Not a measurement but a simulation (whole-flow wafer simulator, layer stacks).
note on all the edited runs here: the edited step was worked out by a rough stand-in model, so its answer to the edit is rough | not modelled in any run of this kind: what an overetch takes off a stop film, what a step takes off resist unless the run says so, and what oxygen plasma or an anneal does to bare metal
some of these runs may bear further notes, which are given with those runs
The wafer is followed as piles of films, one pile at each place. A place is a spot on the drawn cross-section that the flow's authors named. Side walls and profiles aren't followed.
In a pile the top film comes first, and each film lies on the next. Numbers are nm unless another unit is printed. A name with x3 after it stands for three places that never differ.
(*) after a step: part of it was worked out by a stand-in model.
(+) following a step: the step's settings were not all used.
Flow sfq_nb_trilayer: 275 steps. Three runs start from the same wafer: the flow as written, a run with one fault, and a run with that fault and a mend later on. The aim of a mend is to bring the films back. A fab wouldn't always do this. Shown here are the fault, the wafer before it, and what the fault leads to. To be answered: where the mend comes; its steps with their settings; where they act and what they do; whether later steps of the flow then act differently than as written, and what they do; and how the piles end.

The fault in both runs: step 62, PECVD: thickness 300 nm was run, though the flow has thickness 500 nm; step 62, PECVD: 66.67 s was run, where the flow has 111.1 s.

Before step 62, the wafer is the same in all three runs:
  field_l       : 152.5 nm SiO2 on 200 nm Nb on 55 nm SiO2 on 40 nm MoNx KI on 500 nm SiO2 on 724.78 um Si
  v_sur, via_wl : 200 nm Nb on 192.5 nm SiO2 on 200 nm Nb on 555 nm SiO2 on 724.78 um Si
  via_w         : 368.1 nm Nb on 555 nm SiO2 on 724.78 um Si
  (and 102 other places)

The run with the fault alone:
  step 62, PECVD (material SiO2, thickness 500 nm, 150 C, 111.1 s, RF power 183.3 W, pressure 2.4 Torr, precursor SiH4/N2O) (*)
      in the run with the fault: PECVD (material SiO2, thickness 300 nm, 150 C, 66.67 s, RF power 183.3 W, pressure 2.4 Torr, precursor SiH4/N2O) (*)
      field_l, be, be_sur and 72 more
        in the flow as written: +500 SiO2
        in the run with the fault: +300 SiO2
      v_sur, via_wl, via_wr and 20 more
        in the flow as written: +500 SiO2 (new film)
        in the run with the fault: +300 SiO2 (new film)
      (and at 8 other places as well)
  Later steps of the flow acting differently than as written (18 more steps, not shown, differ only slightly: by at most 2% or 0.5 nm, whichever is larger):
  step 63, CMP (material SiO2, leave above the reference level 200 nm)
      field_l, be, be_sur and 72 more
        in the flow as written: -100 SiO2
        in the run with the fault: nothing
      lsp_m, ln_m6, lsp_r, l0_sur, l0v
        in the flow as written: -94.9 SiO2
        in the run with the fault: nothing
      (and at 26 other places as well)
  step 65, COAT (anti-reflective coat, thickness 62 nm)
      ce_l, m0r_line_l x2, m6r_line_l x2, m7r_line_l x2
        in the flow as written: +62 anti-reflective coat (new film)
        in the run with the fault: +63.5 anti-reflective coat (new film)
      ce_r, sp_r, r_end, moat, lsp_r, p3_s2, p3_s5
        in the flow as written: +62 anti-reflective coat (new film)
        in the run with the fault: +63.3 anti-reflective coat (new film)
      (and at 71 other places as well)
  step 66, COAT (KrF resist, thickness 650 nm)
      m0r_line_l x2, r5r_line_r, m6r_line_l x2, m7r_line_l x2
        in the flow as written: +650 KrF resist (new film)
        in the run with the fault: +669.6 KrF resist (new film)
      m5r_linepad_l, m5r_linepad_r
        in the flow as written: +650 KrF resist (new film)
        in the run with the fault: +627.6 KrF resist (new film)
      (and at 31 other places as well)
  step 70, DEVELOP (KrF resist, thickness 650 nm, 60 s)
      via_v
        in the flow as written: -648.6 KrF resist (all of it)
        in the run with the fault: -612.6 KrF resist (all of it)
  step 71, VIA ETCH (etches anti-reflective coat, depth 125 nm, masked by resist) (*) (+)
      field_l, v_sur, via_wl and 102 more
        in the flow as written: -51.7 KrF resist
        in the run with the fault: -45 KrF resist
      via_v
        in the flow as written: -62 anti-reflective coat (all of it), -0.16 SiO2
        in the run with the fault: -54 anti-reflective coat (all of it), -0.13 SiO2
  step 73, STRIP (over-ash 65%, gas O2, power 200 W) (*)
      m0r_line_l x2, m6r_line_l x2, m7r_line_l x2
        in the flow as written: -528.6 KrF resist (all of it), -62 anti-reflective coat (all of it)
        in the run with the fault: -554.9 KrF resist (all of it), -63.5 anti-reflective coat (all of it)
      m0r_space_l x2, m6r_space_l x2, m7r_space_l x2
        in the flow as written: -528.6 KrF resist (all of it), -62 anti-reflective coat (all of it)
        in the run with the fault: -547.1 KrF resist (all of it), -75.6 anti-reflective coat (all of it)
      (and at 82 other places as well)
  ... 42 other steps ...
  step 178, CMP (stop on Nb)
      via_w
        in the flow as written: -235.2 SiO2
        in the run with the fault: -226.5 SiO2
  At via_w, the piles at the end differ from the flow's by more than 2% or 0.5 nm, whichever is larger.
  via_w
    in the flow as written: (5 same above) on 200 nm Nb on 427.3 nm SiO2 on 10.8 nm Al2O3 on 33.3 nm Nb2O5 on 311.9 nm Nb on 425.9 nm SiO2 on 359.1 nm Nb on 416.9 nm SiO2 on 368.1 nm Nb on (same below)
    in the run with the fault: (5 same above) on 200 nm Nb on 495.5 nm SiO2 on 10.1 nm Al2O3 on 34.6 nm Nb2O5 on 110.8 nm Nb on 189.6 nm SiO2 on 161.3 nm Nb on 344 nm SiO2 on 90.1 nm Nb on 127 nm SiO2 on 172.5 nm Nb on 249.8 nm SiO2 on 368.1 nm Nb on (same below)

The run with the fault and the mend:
  After step 62 comes the mend.
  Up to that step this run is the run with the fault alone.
  step 62a, PECVD (material SiO2, thickness 200 nm, 150 C, 44.44 s, RF power 183.3 W, pressure 2.4 Torr, precursor SiH4/N2O) (*) (the flow's step 62, run once more with other settings)
      field_l, v_sur, via_wl and 102 more
        +200 SiO2
      via_w
        +178.2 SiO2
  Later steps of the flow acting differently than as written:
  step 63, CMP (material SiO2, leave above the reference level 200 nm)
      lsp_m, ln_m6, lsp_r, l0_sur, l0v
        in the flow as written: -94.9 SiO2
        in the run with the mend: -100 SiO2
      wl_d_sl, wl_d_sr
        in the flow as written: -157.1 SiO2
        in the run with the mend: -100 SiO2
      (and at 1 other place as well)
  At every place that both follow, the piles at the end match the flow's.
